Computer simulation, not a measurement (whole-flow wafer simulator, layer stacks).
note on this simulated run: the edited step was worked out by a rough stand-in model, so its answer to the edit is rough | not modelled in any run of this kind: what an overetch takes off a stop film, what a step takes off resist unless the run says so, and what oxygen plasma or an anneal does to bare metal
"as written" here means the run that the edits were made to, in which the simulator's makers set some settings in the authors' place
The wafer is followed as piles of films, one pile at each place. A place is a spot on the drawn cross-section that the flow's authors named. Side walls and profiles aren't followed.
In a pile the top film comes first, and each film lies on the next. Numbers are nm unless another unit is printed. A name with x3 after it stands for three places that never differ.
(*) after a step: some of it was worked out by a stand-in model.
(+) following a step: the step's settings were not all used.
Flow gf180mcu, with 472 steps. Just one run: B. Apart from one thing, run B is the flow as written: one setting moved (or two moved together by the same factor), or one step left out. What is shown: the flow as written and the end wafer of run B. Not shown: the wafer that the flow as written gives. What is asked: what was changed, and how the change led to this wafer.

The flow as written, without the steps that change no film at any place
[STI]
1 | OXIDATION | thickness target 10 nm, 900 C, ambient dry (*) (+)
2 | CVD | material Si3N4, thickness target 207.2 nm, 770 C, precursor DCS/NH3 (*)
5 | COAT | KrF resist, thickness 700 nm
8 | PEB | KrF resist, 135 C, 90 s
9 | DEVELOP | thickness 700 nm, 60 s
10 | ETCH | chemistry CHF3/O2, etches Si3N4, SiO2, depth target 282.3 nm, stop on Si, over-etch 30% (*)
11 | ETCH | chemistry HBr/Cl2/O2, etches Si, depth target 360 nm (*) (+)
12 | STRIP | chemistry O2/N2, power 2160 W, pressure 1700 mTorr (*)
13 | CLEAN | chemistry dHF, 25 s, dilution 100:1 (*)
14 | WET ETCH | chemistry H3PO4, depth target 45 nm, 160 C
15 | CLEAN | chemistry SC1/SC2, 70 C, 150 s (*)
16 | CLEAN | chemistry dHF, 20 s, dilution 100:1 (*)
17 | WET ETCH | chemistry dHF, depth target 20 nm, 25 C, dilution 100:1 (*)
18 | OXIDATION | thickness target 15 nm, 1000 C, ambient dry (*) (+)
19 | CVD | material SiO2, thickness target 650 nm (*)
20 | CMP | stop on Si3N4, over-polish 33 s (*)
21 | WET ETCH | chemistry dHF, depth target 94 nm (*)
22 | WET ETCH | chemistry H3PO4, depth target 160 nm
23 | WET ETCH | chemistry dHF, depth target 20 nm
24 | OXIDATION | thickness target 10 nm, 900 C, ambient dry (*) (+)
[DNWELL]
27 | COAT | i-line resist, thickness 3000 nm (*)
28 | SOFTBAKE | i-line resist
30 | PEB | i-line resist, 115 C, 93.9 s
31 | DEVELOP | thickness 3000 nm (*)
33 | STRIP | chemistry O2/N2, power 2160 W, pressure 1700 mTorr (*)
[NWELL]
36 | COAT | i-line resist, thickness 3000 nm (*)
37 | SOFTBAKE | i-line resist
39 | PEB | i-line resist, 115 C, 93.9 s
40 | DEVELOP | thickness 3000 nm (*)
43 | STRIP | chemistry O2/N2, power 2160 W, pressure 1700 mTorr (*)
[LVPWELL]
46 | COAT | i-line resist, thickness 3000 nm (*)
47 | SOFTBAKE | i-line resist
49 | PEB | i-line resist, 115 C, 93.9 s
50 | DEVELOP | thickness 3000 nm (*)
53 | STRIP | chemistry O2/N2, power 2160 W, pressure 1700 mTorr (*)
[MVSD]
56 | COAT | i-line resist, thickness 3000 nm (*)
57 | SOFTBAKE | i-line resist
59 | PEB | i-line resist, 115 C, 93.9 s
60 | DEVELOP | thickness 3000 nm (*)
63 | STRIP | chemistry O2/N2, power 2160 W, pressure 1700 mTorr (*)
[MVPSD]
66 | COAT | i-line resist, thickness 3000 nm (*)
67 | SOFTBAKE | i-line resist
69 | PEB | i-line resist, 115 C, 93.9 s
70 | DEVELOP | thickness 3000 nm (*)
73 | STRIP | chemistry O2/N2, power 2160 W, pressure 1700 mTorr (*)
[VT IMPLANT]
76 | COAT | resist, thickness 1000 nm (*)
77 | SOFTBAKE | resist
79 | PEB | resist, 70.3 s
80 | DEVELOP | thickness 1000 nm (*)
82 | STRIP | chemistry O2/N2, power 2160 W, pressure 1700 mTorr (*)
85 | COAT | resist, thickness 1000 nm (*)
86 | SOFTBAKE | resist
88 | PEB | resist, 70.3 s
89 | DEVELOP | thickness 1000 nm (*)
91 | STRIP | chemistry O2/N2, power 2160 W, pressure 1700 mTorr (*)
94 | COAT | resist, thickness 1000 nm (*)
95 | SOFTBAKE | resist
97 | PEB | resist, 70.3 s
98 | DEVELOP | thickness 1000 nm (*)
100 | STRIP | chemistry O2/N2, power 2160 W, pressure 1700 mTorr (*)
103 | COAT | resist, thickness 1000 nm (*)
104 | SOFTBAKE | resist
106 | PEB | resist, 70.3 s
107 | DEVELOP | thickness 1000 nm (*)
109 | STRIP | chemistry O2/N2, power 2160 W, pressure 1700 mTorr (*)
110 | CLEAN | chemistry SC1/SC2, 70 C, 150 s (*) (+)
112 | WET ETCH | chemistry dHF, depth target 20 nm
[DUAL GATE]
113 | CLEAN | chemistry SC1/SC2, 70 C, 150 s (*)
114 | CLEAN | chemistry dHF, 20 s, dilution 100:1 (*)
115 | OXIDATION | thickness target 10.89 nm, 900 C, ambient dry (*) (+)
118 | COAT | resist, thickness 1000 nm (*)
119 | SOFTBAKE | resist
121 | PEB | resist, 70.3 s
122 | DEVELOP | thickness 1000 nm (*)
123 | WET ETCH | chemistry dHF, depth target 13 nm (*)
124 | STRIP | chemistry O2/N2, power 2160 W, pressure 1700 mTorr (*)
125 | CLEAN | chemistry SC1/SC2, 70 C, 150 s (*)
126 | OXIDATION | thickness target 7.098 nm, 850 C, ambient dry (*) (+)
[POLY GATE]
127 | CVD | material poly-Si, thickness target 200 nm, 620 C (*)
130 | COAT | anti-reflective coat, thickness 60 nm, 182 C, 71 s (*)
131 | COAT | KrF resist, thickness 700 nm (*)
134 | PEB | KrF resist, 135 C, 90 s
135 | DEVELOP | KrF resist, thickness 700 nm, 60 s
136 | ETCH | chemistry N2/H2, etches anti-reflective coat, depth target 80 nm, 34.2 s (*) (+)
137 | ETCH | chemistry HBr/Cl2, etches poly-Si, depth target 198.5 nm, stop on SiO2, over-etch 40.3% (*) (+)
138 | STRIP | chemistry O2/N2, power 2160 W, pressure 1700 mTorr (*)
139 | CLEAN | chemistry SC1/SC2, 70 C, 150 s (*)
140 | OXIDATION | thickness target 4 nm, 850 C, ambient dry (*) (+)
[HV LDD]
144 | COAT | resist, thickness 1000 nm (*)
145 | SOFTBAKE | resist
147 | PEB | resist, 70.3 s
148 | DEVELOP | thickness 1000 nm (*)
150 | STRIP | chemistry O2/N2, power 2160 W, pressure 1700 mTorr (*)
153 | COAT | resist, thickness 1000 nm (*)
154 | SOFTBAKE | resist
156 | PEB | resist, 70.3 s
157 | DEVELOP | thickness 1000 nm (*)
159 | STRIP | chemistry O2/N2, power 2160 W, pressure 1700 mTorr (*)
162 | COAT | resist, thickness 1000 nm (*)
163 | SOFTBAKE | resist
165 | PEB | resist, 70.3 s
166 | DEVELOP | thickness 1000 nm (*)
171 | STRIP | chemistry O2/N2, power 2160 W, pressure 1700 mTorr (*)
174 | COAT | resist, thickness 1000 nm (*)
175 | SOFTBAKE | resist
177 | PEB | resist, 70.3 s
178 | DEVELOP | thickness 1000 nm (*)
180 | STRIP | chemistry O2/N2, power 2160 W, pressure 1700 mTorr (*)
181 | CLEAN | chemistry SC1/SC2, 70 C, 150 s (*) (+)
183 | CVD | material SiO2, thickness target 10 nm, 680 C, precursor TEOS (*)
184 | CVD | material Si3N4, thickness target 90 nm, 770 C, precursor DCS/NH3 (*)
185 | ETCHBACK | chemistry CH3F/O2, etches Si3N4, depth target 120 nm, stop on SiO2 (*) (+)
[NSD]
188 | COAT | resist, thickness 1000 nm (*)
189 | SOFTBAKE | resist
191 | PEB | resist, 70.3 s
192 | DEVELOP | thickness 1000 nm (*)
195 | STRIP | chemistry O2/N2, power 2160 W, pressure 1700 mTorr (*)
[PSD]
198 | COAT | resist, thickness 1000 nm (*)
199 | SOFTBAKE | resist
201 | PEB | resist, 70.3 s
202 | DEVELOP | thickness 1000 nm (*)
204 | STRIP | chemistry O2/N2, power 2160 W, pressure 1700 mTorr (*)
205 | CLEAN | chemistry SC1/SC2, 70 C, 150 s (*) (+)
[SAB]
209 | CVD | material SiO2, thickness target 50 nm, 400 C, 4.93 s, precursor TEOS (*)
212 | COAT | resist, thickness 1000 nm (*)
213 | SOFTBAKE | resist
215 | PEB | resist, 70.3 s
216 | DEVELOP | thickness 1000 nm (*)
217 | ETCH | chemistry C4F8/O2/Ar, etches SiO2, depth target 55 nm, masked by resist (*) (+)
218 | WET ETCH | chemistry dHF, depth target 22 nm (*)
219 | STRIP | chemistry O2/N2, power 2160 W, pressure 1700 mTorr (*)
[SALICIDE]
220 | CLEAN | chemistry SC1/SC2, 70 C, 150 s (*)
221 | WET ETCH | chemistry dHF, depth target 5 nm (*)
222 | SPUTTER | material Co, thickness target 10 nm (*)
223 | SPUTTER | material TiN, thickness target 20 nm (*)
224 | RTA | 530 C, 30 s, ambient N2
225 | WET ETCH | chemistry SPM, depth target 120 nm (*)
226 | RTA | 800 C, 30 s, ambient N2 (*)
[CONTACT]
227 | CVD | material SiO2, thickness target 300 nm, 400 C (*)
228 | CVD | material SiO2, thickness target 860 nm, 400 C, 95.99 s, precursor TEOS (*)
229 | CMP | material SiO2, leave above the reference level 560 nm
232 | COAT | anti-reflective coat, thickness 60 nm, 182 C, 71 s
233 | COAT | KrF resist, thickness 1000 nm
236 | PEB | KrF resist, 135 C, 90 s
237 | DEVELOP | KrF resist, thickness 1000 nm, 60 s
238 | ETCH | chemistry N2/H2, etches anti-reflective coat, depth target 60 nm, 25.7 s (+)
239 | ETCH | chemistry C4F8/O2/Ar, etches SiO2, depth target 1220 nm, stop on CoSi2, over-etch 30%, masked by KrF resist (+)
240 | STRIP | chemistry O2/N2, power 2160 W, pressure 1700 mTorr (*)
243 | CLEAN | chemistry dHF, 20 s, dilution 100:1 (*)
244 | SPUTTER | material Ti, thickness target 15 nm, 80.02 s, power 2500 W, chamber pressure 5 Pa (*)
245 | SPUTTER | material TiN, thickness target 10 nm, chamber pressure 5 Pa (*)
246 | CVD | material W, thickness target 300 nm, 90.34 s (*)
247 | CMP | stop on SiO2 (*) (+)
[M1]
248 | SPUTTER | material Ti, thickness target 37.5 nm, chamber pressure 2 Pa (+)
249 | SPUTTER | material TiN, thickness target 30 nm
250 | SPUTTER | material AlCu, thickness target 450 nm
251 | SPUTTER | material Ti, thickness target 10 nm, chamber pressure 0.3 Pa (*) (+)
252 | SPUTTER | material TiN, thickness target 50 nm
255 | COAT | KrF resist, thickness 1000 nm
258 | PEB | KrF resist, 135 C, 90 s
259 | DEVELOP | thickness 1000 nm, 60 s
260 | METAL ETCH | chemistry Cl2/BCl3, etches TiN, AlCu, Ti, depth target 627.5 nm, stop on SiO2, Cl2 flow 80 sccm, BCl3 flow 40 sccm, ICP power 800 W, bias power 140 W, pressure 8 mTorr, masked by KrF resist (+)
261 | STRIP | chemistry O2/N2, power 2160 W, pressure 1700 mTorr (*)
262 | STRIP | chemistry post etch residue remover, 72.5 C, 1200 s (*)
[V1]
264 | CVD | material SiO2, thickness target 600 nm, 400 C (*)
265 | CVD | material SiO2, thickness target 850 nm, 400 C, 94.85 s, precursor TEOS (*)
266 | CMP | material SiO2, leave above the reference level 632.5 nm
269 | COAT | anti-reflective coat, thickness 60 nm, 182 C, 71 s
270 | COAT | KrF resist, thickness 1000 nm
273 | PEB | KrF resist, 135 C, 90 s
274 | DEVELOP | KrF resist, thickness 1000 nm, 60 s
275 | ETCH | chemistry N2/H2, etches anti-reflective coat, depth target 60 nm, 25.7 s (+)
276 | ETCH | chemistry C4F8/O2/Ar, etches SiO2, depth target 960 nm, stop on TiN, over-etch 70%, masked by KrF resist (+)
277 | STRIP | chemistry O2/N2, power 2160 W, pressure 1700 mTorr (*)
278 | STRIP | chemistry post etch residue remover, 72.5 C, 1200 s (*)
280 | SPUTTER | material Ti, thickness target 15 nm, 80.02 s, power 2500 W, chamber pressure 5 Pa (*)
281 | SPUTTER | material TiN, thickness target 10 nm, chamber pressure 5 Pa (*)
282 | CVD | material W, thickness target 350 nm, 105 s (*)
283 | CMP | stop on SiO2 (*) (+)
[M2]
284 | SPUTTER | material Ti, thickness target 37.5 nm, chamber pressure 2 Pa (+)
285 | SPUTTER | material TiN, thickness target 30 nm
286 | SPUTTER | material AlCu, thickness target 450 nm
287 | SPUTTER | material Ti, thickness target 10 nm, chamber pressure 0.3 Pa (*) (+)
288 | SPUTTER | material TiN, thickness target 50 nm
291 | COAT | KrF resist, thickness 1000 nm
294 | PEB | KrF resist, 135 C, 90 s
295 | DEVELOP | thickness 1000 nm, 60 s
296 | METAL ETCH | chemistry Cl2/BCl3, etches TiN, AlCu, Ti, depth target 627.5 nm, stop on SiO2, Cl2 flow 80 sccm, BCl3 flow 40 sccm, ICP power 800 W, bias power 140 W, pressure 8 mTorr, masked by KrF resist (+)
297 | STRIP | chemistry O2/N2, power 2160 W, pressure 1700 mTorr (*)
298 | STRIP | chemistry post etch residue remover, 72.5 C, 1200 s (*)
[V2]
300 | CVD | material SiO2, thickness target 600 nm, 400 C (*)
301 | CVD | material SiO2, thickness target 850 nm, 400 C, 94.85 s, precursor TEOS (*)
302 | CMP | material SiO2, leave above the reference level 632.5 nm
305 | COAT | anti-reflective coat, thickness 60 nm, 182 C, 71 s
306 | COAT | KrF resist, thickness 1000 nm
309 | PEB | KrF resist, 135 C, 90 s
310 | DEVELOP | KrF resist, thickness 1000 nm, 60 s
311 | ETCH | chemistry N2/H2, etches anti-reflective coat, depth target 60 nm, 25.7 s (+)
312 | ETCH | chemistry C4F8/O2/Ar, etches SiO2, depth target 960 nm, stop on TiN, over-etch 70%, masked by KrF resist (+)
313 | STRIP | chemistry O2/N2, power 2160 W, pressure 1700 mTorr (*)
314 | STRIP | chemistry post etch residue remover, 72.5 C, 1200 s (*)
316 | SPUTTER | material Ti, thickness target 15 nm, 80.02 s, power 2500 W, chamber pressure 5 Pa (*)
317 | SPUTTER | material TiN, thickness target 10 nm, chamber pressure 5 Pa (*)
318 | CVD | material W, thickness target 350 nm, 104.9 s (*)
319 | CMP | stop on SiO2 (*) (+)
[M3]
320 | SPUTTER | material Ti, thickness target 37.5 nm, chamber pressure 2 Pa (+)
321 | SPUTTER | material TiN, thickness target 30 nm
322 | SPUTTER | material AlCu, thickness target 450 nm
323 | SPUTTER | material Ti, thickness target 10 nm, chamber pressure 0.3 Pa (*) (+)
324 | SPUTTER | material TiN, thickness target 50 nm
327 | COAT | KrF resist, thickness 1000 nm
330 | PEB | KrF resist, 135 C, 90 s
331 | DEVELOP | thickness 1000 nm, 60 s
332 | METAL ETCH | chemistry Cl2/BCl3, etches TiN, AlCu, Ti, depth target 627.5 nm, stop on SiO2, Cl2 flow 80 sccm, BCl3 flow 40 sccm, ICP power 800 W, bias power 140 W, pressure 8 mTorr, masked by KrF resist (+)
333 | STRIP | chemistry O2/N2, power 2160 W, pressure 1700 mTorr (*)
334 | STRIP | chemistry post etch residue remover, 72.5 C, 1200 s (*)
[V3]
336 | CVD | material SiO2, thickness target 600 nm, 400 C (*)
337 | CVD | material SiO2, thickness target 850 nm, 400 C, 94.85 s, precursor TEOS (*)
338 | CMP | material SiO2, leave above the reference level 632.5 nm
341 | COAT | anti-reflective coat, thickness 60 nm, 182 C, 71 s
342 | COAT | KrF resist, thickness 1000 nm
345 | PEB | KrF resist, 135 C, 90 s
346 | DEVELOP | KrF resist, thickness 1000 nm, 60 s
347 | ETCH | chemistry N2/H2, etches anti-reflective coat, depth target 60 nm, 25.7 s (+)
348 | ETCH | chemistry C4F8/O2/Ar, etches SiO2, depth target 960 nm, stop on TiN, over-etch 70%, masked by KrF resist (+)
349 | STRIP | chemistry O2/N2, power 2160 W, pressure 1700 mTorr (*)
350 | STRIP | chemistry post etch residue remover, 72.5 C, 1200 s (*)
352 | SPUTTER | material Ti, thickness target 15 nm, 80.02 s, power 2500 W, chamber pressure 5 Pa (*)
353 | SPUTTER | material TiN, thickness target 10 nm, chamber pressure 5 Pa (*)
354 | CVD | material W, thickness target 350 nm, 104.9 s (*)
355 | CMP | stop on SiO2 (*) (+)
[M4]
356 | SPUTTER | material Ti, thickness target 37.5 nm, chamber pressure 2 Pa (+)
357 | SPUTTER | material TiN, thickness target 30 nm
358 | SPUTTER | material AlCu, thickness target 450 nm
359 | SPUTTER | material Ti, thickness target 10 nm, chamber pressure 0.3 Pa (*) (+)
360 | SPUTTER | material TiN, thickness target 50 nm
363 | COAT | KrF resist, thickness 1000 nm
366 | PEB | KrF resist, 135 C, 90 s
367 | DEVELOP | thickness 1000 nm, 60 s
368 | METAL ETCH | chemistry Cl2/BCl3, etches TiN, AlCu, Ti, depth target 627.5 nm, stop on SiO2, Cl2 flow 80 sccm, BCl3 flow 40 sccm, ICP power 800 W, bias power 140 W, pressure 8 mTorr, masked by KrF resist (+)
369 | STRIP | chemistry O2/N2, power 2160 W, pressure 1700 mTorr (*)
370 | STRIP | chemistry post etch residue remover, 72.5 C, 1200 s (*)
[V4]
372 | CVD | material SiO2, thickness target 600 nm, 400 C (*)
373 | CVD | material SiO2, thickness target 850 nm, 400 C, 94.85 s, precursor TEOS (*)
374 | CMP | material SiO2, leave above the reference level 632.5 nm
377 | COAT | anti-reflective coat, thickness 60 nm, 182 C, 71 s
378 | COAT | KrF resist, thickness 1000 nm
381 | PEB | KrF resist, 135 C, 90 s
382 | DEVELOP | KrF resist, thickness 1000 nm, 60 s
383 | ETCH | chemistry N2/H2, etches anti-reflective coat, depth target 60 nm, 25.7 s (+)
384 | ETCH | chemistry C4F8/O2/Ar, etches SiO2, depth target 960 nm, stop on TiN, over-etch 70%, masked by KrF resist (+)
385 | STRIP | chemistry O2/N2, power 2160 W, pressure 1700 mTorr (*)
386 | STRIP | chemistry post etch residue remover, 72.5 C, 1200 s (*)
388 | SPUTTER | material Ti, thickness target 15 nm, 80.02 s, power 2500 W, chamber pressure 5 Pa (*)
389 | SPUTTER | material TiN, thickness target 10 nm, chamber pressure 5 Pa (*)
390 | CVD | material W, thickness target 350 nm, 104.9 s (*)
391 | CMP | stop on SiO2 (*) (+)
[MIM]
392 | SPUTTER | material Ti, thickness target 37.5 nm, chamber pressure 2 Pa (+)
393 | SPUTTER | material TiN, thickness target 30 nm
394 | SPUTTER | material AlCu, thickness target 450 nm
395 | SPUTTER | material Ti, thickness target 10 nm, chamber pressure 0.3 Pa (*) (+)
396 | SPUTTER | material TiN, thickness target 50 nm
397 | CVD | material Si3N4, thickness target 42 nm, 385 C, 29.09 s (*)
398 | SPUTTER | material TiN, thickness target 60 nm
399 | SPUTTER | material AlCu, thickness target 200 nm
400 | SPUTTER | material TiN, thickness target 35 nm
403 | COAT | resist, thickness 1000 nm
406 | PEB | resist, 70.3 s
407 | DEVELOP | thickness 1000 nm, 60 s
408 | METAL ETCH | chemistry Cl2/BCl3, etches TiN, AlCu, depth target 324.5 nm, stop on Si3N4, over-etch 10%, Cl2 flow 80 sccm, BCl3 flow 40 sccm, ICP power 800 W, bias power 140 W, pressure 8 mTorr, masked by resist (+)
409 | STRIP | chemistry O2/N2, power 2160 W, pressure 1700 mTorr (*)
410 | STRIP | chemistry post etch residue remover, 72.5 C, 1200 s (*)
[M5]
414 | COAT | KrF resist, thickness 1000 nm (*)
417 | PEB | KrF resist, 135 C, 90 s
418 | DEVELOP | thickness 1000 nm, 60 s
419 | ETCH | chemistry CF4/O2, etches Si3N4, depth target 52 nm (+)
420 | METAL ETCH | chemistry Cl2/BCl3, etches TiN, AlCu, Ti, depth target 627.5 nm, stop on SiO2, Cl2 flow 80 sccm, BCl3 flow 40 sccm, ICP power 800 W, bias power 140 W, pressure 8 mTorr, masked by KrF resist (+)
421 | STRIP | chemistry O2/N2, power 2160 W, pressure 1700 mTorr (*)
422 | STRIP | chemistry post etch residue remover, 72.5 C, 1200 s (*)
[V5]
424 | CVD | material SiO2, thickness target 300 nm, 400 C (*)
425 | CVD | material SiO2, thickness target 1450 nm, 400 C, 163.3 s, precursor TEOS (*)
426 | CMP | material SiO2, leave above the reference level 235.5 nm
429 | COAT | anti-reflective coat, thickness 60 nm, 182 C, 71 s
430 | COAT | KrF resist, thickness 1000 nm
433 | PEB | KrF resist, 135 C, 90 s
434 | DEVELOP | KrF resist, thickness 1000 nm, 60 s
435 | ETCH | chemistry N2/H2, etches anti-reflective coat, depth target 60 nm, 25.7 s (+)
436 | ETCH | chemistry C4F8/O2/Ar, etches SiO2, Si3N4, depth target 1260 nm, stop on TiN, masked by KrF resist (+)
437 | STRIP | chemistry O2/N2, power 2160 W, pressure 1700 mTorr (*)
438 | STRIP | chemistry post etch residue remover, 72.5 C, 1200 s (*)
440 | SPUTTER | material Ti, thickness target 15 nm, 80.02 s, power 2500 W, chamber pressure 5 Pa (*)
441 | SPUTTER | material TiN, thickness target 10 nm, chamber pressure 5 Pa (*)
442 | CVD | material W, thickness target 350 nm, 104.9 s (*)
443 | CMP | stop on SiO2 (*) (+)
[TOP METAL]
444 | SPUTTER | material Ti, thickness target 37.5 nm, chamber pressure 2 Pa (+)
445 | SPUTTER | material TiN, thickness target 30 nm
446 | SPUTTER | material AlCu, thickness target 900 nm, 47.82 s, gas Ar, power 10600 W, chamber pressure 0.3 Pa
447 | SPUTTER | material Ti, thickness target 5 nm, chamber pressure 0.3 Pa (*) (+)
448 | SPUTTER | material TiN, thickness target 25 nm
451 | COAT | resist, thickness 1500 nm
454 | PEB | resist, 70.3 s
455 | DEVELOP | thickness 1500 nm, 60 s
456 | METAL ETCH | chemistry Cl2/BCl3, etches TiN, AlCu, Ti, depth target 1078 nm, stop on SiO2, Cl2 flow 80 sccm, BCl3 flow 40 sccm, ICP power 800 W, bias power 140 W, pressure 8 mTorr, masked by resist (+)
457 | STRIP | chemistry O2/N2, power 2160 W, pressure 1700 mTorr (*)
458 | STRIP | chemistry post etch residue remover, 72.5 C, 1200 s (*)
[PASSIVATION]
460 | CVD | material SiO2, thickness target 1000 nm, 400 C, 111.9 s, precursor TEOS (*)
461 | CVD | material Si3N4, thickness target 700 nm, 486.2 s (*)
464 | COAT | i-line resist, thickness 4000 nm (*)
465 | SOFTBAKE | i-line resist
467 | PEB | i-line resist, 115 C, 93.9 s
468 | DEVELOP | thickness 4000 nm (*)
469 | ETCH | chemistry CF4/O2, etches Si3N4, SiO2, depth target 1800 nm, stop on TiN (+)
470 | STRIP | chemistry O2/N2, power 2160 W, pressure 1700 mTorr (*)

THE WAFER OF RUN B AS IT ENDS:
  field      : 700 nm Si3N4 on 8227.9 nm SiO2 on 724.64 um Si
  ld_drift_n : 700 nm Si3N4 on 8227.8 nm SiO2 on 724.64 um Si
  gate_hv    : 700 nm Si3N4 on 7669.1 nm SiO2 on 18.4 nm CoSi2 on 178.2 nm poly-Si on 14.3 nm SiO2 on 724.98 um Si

The reason: step 222, SPUTTER: thickness target 5.25 nm was run, though the flow has thickness target 10 nm.

Step by step, how the change led to this:
  222 | SPUTTER | material Co, thickness target 10 nm (*)
      field, field__w7, field__w8 and 71 more: Co gains 5.25 (new film) (as written it would have been: Co gains 10 (new film))
      field__w6, field_sub, field_sub__w2: Co gains 5.22 (new film) (as written it would have been: Co gains 9.95 (new film))
      (also at 34 further places)
  224 | RTA | 530 C, 30 s, ambient N2
      gate, gate_hv, gate_p and 22 more: under 1 film: CoSi gains 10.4 (new film), Co loses 5.25 (all of it), poly-Si loses 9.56 (as written it would have been: under 1 film: CoSi gains 19.9 (new film), Co loses 10 (all of it), poly-Si loses 18.2)
      active, p_well, sd_n and 11 more: under 1 film: CoSi gains 10.4 (new film), Co loses 5.25 (all of it), Si loses 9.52 (as written it would have been: under 1 film: CoSi gains 19.9 (new film), Co loses 10 (all of it), Si loses 18.1)
      (also at 10 further places)
  225 | WET ETCH | chemistry SPM, depth target 120 nm (*)
      field, field__w7, field__w8 and 32 more: TiN loses 20 (all of it), Co loses 5.25 (all of it) (as written it would have been: TiN loses 20 (all of it), Co loses 10 (all of it))
      field__w9, nw_enc_fld_lv__w3: TiN loses 19.1 (all of it), Co loses 5.04 (all of it) (as written it would have been: TiN loses 19.1 (all of it), Co loses 9.6 (all of it))
      (also at 25 further places)
  226 | RTA | 800 C, 30 s, ambient N2 (*)
      gate, gate_hv, gate_p and 22 more: CoSi2 gains 18.4 (new film), CoSi loses 10.4 (all of it), poly-Si loses 9.56 (as written it would have been: CoSi2 gains 35 (new film), CoSi loses 19.9 (all of it), poly-Si loses 18.2)
      active, p_well, sd_n and 11 more: CoSi2 gains 18.4 (new film), CoSi loses 10.4 (all of it), Si loses 9.52 (as written it would have been: CoSi2 gains 35 (new film), CoSi loses 19.9 (all of it), Si loses 18.1)
      (also at 10 further places)
